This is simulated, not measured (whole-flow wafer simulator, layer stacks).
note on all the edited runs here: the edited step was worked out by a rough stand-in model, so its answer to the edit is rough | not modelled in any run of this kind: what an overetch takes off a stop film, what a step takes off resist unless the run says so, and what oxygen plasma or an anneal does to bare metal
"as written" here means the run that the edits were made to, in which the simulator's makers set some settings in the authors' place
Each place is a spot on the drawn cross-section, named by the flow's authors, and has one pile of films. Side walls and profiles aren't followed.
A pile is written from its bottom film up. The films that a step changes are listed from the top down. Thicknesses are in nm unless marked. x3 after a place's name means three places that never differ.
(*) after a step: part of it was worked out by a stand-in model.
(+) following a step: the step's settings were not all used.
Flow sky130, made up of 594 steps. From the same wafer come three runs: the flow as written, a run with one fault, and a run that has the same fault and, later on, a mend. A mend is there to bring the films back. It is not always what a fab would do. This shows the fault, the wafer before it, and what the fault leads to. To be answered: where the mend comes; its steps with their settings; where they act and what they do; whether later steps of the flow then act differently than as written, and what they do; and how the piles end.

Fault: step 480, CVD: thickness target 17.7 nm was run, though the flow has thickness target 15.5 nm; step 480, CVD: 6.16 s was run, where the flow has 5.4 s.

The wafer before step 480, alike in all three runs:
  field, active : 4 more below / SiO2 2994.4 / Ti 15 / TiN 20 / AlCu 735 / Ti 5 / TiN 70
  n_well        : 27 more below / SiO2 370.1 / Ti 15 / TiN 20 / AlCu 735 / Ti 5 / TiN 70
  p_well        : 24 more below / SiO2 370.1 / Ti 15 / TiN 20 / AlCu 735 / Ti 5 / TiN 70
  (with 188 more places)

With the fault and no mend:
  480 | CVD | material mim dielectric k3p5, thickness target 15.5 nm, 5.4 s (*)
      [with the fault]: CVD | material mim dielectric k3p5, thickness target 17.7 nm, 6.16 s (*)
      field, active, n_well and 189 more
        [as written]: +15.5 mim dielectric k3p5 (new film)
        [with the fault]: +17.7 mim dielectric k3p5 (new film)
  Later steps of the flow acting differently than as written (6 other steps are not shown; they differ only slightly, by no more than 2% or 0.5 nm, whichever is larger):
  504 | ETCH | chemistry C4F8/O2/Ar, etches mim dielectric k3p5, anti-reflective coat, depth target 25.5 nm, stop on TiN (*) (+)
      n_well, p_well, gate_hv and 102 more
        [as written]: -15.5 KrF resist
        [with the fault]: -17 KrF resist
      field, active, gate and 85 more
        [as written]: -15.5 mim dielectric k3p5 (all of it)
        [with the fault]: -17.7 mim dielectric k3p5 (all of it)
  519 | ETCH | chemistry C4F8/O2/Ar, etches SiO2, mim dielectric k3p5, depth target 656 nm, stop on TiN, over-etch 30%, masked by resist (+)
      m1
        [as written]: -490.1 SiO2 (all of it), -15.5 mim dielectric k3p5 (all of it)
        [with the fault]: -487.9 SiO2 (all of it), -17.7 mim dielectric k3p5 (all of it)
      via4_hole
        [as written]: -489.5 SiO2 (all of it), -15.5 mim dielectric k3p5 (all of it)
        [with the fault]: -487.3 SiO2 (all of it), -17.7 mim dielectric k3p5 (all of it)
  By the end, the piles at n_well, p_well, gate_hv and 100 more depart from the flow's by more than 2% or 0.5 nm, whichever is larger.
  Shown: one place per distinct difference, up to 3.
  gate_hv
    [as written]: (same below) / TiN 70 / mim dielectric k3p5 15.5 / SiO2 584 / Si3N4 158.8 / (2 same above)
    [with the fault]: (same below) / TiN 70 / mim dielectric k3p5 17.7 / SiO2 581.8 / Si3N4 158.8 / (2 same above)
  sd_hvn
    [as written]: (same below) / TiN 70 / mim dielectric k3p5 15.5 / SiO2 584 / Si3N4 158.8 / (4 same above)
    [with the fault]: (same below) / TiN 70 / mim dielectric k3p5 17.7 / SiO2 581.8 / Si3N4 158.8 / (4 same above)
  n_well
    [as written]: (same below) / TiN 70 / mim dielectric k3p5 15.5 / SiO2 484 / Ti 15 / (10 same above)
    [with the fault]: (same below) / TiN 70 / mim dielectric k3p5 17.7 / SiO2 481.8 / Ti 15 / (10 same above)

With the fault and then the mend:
  The mend stands after step 480.
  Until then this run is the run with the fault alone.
  480a | ETCH | chemistry C4F8/O2/Ar, etches mim dielectric k3p5, anti-reflective coat, depth target 2.2 nm (*) (a further turn of the flow's step 450, with different settings)
      field, active, n_well and 189 more
        -2.2 mim dielectric k3p5
  None of the later steps of the flow acts differently than as written at any place that is followed.
  By the end, the piles equal the flow's at every place that both follow.
